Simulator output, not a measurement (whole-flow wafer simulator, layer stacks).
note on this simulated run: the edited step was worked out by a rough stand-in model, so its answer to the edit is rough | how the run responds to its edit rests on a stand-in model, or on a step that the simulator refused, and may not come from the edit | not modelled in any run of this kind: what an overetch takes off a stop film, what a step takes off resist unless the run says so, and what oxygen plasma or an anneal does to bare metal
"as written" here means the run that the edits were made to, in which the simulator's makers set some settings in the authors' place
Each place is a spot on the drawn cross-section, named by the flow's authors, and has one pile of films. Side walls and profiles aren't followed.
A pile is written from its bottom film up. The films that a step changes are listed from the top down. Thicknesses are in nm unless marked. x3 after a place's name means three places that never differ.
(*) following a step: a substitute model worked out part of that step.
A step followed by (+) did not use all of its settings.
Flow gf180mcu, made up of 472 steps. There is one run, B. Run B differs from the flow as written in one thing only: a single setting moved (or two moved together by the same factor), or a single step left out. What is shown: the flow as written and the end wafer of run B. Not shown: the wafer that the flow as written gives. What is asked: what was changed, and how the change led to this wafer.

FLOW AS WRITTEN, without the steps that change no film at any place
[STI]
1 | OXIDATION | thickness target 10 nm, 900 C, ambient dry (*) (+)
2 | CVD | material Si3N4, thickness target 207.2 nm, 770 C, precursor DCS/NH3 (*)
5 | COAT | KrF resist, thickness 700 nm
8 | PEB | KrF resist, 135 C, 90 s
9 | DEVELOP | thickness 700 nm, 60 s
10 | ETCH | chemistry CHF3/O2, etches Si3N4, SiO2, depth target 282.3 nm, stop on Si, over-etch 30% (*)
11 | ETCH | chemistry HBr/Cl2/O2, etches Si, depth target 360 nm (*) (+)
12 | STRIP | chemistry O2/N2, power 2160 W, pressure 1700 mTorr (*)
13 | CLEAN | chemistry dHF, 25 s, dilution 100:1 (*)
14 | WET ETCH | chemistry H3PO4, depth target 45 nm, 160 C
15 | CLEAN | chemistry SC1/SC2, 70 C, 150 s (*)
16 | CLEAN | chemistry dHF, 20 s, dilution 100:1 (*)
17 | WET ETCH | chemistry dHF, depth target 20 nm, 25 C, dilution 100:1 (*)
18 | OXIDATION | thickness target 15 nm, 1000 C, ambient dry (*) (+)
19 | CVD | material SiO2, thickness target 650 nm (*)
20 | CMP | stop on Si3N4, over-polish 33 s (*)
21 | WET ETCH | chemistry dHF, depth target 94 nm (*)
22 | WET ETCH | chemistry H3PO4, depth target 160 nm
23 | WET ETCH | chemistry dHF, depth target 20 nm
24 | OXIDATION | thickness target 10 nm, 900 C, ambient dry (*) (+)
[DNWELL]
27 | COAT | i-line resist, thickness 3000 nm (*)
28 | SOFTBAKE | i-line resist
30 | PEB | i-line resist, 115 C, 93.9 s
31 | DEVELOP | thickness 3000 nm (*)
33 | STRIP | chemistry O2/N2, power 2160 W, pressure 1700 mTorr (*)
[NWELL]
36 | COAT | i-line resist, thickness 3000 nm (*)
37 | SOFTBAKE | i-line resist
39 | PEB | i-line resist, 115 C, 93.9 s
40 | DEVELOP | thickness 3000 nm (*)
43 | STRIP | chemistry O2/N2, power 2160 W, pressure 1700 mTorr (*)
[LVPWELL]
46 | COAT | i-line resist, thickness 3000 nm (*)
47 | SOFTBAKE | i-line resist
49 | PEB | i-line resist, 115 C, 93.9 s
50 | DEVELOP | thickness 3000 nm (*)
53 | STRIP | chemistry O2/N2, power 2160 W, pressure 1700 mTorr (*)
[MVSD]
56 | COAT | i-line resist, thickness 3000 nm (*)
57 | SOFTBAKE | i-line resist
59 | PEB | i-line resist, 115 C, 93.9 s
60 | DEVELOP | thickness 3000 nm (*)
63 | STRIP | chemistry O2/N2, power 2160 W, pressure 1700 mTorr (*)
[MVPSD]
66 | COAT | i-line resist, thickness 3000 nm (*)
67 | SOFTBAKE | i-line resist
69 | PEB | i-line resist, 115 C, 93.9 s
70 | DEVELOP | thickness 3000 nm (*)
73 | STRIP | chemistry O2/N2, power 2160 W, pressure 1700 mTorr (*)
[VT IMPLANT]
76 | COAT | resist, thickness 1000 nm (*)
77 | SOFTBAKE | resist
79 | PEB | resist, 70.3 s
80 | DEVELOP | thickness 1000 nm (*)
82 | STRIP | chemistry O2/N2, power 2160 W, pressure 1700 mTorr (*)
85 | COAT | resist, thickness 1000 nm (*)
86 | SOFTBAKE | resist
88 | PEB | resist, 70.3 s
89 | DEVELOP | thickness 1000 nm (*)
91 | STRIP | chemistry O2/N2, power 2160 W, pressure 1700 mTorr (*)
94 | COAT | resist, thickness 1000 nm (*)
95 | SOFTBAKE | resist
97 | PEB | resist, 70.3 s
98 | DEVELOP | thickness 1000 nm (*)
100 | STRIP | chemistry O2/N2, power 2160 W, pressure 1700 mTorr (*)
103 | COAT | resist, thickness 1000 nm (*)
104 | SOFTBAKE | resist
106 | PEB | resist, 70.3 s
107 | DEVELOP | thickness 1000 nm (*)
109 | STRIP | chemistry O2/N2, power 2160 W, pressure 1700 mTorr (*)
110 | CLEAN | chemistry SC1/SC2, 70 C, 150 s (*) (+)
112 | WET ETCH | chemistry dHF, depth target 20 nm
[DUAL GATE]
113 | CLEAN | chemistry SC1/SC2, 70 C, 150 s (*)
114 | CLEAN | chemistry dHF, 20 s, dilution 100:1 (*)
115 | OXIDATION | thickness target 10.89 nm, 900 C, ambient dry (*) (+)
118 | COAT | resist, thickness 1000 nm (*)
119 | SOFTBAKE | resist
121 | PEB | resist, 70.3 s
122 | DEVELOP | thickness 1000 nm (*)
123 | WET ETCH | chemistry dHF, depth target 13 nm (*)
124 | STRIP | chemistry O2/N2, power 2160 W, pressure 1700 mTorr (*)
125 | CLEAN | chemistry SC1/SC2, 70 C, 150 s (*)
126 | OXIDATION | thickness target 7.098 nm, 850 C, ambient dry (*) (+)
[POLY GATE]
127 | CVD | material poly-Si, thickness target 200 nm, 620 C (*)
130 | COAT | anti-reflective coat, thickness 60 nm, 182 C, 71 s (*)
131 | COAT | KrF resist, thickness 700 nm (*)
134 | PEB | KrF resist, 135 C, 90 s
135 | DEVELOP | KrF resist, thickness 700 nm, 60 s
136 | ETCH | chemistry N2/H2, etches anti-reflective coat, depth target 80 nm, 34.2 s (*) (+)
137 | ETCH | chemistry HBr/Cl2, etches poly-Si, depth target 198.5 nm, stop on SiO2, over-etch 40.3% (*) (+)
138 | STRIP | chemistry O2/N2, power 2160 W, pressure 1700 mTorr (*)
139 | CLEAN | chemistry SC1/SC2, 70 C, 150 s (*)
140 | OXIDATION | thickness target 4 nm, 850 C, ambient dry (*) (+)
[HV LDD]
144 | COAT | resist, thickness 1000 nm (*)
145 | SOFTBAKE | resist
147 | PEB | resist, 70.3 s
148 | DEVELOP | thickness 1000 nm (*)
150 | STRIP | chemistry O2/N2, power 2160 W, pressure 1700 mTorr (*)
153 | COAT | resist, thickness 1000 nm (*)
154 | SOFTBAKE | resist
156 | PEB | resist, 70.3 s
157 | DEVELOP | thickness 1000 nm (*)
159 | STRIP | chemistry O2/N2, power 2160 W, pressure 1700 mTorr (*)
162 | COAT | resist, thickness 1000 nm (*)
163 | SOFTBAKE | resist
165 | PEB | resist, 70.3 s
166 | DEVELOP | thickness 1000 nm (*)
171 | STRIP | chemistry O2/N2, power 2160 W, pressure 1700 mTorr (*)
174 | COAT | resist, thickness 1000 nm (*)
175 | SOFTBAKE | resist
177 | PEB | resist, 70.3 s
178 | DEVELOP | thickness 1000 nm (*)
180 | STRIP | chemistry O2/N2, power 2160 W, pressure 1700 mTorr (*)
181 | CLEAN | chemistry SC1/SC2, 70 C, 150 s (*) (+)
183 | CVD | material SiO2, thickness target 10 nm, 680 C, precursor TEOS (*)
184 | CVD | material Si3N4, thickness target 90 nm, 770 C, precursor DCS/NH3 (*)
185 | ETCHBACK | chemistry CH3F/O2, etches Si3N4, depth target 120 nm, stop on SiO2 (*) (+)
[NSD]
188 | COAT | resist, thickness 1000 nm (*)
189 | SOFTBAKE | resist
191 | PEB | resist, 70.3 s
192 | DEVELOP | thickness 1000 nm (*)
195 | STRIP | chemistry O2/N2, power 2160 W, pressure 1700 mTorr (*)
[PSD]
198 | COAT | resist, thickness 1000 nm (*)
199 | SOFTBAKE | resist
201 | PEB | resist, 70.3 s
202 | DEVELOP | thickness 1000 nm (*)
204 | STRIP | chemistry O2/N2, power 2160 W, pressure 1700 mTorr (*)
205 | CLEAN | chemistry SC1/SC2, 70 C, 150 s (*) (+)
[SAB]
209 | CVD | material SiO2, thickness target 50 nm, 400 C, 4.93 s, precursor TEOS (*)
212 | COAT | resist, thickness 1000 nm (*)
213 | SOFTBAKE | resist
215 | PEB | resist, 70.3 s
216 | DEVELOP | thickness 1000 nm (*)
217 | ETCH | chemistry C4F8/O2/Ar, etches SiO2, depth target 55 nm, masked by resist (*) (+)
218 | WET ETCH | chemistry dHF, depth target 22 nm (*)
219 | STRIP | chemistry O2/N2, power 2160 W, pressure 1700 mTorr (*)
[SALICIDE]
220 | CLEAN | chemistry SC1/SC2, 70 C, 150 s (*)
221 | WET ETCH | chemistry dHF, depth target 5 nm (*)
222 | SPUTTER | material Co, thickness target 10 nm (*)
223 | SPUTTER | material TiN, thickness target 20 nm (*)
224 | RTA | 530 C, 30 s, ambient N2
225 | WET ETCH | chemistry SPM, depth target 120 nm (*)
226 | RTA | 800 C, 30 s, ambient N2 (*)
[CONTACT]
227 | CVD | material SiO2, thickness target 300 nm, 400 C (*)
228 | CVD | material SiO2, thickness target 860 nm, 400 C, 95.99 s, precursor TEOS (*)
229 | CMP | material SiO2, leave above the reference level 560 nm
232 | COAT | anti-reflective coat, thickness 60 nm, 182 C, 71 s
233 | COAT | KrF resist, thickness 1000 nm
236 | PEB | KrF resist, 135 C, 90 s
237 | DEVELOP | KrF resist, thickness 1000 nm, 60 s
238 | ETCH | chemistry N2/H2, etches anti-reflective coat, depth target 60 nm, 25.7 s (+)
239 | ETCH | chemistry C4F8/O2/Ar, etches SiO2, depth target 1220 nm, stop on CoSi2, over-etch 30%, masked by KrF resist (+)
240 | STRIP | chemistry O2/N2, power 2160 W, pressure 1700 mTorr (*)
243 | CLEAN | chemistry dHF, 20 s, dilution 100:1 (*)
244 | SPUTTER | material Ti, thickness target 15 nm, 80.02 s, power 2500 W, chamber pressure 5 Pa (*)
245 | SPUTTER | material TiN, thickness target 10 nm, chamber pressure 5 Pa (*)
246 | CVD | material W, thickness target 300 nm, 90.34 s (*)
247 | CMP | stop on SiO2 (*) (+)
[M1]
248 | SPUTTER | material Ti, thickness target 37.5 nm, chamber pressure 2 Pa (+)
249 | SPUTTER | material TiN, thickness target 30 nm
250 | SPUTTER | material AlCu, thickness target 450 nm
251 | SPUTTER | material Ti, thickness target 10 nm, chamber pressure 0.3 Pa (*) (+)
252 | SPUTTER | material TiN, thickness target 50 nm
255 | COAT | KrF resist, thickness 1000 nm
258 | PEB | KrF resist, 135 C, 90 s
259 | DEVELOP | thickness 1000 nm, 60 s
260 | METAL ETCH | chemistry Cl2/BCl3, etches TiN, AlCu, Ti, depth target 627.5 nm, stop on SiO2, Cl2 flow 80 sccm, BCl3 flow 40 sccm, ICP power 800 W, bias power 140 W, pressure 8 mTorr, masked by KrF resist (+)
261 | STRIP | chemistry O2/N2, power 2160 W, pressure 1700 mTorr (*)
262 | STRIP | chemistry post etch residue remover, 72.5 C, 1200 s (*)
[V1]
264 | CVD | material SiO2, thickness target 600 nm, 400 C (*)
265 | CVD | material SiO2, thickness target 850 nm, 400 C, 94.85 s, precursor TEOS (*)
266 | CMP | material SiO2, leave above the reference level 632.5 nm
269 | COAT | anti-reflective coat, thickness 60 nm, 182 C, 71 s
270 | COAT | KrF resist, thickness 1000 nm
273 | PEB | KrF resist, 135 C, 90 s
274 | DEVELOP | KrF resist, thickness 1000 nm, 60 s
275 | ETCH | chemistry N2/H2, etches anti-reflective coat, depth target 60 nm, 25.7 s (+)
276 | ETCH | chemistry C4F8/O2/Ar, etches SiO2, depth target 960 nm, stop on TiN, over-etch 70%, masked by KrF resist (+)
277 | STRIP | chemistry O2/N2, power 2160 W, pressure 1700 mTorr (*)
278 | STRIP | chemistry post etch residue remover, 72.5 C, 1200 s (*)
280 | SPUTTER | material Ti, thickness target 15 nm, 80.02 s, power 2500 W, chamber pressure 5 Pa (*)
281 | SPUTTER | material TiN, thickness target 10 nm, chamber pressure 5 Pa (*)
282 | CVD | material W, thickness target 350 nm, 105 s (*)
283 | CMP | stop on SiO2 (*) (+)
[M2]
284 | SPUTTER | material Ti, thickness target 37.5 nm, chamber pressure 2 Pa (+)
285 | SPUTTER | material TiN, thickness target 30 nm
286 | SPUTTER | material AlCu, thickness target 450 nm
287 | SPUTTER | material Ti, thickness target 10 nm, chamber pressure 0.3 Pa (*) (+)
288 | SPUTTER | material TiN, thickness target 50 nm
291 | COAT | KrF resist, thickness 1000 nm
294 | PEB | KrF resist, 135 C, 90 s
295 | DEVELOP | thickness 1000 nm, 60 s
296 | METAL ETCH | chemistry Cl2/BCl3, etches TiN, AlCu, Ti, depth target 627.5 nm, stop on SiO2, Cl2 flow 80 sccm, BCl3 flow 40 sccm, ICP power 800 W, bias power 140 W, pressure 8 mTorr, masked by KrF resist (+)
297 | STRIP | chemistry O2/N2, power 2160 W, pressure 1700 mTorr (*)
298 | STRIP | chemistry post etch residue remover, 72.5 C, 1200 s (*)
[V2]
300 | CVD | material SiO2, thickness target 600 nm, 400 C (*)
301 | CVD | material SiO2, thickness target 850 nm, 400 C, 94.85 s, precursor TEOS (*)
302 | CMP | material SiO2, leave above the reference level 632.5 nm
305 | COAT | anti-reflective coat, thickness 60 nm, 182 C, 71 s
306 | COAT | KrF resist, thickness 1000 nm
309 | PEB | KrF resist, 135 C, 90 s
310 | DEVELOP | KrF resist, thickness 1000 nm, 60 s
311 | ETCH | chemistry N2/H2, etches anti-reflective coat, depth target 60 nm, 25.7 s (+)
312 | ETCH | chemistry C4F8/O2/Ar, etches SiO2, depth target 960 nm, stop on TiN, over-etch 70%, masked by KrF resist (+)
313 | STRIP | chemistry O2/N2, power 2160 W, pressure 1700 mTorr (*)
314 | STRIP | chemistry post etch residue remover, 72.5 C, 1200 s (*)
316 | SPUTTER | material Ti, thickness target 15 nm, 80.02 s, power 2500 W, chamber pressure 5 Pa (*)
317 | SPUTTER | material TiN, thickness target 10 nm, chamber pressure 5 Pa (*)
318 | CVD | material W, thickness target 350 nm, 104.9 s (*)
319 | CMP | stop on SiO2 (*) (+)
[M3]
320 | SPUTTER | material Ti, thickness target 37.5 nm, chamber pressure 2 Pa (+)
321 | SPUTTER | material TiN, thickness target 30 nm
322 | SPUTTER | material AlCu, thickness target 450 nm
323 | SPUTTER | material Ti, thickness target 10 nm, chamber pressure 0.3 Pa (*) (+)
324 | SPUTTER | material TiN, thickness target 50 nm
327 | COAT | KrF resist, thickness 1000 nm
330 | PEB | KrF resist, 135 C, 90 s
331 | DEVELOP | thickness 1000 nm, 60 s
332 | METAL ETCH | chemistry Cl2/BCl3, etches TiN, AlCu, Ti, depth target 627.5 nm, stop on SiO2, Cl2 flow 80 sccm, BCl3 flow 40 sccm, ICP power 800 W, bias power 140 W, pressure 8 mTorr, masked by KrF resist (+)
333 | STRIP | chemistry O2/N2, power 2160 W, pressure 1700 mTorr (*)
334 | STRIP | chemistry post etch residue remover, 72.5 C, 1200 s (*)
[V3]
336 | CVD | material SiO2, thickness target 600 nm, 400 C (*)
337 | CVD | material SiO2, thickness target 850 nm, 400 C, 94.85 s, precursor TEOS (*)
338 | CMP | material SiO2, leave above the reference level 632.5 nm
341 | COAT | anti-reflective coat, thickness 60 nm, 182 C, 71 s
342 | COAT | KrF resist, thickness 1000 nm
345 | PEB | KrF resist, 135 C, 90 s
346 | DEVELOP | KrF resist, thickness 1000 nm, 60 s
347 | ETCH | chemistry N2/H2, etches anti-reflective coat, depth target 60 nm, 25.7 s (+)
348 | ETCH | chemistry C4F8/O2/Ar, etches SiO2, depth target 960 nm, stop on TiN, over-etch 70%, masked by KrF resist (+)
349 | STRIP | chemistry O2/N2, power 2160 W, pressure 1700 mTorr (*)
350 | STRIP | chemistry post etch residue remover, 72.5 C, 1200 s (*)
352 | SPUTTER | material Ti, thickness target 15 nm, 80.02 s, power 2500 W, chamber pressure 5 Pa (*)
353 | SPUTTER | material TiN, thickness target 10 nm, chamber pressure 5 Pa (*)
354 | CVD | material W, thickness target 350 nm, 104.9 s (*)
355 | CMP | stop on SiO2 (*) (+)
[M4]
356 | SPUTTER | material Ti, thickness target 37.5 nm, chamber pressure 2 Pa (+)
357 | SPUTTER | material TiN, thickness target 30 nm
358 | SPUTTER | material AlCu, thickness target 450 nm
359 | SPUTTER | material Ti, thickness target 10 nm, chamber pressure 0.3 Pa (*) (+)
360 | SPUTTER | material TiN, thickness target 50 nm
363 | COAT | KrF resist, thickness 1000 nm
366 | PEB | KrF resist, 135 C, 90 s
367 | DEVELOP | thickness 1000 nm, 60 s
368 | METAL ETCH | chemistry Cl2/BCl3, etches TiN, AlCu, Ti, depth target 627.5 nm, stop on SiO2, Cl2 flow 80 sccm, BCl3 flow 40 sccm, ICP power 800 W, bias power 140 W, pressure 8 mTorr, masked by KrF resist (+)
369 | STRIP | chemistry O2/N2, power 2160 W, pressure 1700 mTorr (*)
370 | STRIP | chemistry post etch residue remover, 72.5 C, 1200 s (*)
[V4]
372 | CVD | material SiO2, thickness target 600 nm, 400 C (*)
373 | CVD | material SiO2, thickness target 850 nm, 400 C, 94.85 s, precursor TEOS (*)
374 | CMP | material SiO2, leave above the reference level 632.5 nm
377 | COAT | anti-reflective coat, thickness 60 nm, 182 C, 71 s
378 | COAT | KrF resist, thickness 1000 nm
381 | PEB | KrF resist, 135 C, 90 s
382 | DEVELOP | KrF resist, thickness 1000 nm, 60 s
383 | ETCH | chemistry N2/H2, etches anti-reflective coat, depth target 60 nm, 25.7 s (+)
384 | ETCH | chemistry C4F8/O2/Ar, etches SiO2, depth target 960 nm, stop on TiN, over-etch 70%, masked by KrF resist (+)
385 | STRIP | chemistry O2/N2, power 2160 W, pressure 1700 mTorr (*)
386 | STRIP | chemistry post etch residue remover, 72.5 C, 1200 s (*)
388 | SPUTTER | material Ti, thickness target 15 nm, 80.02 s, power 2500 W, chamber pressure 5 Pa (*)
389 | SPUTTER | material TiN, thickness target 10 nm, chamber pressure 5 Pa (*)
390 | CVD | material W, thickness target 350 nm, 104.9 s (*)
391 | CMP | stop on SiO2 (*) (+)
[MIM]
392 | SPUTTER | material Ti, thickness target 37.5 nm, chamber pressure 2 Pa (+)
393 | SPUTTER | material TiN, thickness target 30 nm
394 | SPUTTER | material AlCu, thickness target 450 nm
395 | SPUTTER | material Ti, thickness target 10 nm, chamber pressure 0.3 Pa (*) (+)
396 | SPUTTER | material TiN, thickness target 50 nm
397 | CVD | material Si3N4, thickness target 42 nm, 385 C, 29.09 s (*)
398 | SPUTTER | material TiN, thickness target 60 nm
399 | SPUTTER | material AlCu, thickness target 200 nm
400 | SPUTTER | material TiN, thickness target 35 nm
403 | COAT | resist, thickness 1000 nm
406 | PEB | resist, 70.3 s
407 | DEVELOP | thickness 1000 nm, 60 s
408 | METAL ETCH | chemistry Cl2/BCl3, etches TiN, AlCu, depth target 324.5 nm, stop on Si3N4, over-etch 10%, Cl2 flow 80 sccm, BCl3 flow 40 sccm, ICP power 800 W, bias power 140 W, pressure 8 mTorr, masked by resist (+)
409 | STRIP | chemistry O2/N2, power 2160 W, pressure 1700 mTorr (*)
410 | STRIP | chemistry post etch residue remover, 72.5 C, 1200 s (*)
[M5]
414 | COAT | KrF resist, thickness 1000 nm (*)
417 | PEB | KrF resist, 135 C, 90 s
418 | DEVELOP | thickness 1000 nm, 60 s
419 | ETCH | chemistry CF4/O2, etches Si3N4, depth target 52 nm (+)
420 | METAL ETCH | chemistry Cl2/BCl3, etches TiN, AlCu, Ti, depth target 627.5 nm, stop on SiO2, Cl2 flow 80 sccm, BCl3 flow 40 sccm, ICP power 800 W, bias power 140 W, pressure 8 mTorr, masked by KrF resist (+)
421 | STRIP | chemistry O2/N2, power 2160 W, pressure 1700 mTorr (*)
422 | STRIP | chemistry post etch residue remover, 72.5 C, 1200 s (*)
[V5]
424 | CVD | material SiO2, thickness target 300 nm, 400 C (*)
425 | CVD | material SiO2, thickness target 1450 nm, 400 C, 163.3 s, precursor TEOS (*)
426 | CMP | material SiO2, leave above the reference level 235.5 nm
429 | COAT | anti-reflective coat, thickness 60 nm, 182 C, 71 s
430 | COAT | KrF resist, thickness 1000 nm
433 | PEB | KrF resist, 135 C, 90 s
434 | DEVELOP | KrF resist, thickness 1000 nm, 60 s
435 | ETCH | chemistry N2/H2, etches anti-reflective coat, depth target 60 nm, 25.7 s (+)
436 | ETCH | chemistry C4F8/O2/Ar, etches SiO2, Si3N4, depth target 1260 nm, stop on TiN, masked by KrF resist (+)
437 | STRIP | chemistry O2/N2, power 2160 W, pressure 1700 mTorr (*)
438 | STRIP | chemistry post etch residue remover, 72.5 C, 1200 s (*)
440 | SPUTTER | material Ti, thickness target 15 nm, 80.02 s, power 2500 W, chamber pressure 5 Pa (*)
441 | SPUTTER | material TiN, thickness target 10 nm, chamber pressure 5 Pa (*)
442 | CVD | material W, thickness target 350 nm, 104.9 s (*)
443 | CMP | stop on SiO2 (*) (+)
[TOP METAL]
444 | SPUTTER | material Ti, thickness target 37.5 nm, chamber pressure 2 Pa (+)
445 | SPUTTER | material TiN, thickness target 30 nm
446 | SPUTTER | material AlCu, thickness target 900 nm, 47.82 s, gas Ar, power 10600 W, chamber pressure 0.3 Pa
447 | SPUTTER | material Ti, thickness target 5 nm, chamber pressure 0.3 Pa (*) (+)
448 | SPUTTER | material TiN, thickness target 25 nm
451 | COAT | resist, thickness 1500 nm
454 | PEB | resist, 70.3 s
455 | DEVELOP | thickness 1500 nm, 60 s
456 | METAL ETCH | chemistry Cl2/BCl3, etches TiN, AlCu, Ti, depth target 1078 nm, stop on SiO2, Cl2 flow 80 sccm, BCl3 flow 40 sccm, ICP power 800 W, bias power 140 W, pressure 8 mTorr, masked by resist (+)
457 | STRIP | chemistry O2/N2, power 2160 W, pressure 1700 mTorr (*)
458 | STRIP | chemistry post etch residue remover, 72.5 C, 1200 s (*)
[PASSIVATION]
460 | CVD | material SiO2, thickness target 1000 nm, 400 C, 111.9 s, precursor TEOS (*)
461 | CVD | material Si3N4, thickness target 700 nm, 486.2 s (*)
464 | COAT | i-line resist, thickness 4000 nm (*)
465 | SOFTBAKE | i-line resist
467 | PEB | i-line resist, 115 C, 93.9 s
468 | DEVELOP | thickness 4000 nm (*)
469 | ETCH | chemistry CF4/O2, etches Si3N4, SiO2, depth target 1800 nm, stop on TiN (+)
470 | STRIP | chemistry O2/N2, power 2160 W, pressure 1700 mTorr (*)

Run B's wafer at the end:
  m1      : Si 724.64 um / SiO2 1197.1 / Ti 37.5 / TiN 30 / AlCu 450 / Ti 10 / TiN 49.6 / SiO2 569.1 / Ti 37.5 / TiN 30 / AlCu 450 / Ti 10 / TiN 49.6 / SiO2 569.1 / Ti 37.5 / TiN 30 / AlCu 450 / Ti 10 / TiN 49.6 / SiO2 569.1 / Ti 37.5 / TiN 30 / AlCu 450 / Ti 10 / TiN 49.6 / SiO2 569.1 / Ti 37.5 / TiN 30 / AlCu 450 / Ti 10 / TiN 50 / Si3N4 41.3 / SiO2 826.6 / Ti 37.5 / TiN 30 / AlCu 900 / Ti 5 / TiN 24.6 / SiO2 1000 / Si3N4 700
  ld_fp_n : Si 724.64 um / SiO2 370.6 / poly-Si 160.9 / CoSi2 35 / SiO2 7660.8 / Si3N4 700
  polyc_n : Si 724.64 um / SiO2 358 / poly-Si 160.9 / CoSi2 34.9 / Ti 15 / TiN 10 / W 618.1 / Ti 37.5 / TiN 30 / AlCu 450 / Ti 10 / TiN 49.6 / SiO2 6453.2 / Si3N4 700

The reason: step 2, CVD: thickness target 196.8 nm was run, whereas the flow has thickness target 207.2 nm.

The path from the change to this, step by step:
  2 | CVD | material Si3N4, thickness target 207.2 nm, 770 C, precursor DCS/NH3 (*)
      field, field_sub, active and 77 more: Si3N4 gains 196.8 (new film) (as written it would have been: Si3N4 gains 207.2 (new film))
  10 | ETCH | chemistry CHF3/O2, etches Si3N4, SiO2, depth target 282.3 nm, stop on Si, over-etch 30% (*)
      field, field_sub, sti and 34 more: Si3N4 loses 196.8 (all of it), SiO2 loses 10 (all of it), Si loses 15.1 (as written it would have been: Si3N4 loses 207.2 (all of it), SiO2 loses 10 (all of it), Si loses 13)
  20 | CMP | stop on Si3N4, over-polish 33 s (*)
      sti, mim_1p0, pad and 11 more: SiO2 loses 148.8 (as written it would have been: SiO2 loses 138.5)
      nw_enc_fld, nw_enc_fld_lv: SiO2 loses 152.9 (as written it would have been: SiO2 loses 142.5)
      (and at 10 other places as well)
  22 | WET ETCH | chemistry H3PO4, depth target 160 nm
      active, n_well, p_well and 40 more: Si3N4 loses 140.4 (all of it), SiO2 loses 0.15 (as written it would have been: Si3N4 loses 150.8 (all of it), SiO2 loses 0.07)
  28 | SOFTBAKE | i-line resist
      nw_enc_fld: i-line resist gains 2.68 (as written it would have been: i-line resist loses 1.36)
      ldn_fp, ldn_drn: i-line resist gains 3.6 (as written it would have been: i-line resist gains 4.83)
      (and at 33 other places as well)
  37 | SOFTBAKE | i-line resist
      nw_enc_fld: i-line resist gains 2.68 (as written it would have been: i-line resist loses 1.36)
      ldn_fp, ldn_drn: i-line resist gains 3.6 (as written it would have been: i-line resist gains 4.83)
      (and at 33 other places as well)
  47 | SOFTBAKE | i-line resist
      nw_enc_fld: i-line resist gains 2.68 (as written it would have been: i-line resist loses 1.36)
      ldn_fp, ldn_drn: i-line resist gains 3.6 (as written it would have been: i-line resist gains 4.83)
      (and at 33 other places as well)
  57 | SOFTBAKE | i-line resist
      nw_enc_fld: i-line resist gains 2.68 (as written it would have been: i-line resist loses 1.36)
      ldn_fp, ldn_drn: i-line resist gains 3.6 (as written it would have been: i-line resist gains 4.83)
      (and at 33 other places as well)
  67 | SOFTBAKE | i-line resist
      nw_enc_fld: i-line resist gains 2.68 (as written it would have been: i-line resist loses 1.36)
      ldn_fp, ldn_drn: i-line resist gains 3.6 (as written it would have been: i-line resist gains 4.83)
      (and at 33 other places as well)
  77 | SOFTBAKE | resist
      gate_p_hv: resist gains 1.22 (as written it would have been: resist gains 1.75)
  86 | SOFTBAKE | resist
      gate_p_hv: resist gains 1.22 (as written it would have been: resist gains 1.75)
  95 | SOFTBAKE | resist
      gate_p_hv: resist gains 1.22 (as written it would have been: resist gains 1.75)
  104 | SOFTBAKE | resist
      gate_p_hv: resist gains 1.22 (as written it would have been: resist gains 1.75)
  119 | SOFTBAKE | resist
      gate_p_hv: resist gains 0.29 (as written it would have been: resist gains 0.83)
  130 | COAT | anti-reflective coat, thickness 60 nm, 182 C, 71 s (*)
      p_well, spacer, sd_n: anti-reflective coat gains 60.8 (new film) (as written it would have been: anti-reflective coat gains 70.9 (new film))
      ldn_ch, ldp_ch: anti-reflective coat gains 63.2 (new film) (as written it would have been: anti-reflective coat gains 66.7 (new film))
      (and at 70 other places as well)
  136 | ETCH | chemistry N2/H2, etches anti-reflective coat, depth target 80 nm, 34.2 s (*) (+)
      p_well, spacer, sd_n: anti-reflective coat loses 60.8 (all of it), poly-Si loses 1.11 (as written it would have been: anti-reflective coat loses 70.9 (all of it), poly-Si loses 0.85)
      ldn_dft, ldp_dft: anti-reflective coat loses 54.2 (all of it), poly-Si loses 1.28 (as written it would have been: anti-reflective coat loses 48.7 (all of it), poly-Si loses 1.42)
      (and at 49 other places as well)
  ... another 11 steps ...
  229 | CMP | material SiO2, leave above the reference level 560 nm
      ldn_sep__w1, ldn_sep__w2, ldn_dft and 8 more: SiO2 loses 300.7 (as written it would have been: SiO2 loses 311)
      sti, mim_1p0, pad, dice_street, iso_nw_fld, iso_fld_sub: SiO2 loses 286.5 (as written it would have been: SiO2 loses 296.8)
      (and at 40 other places as well)
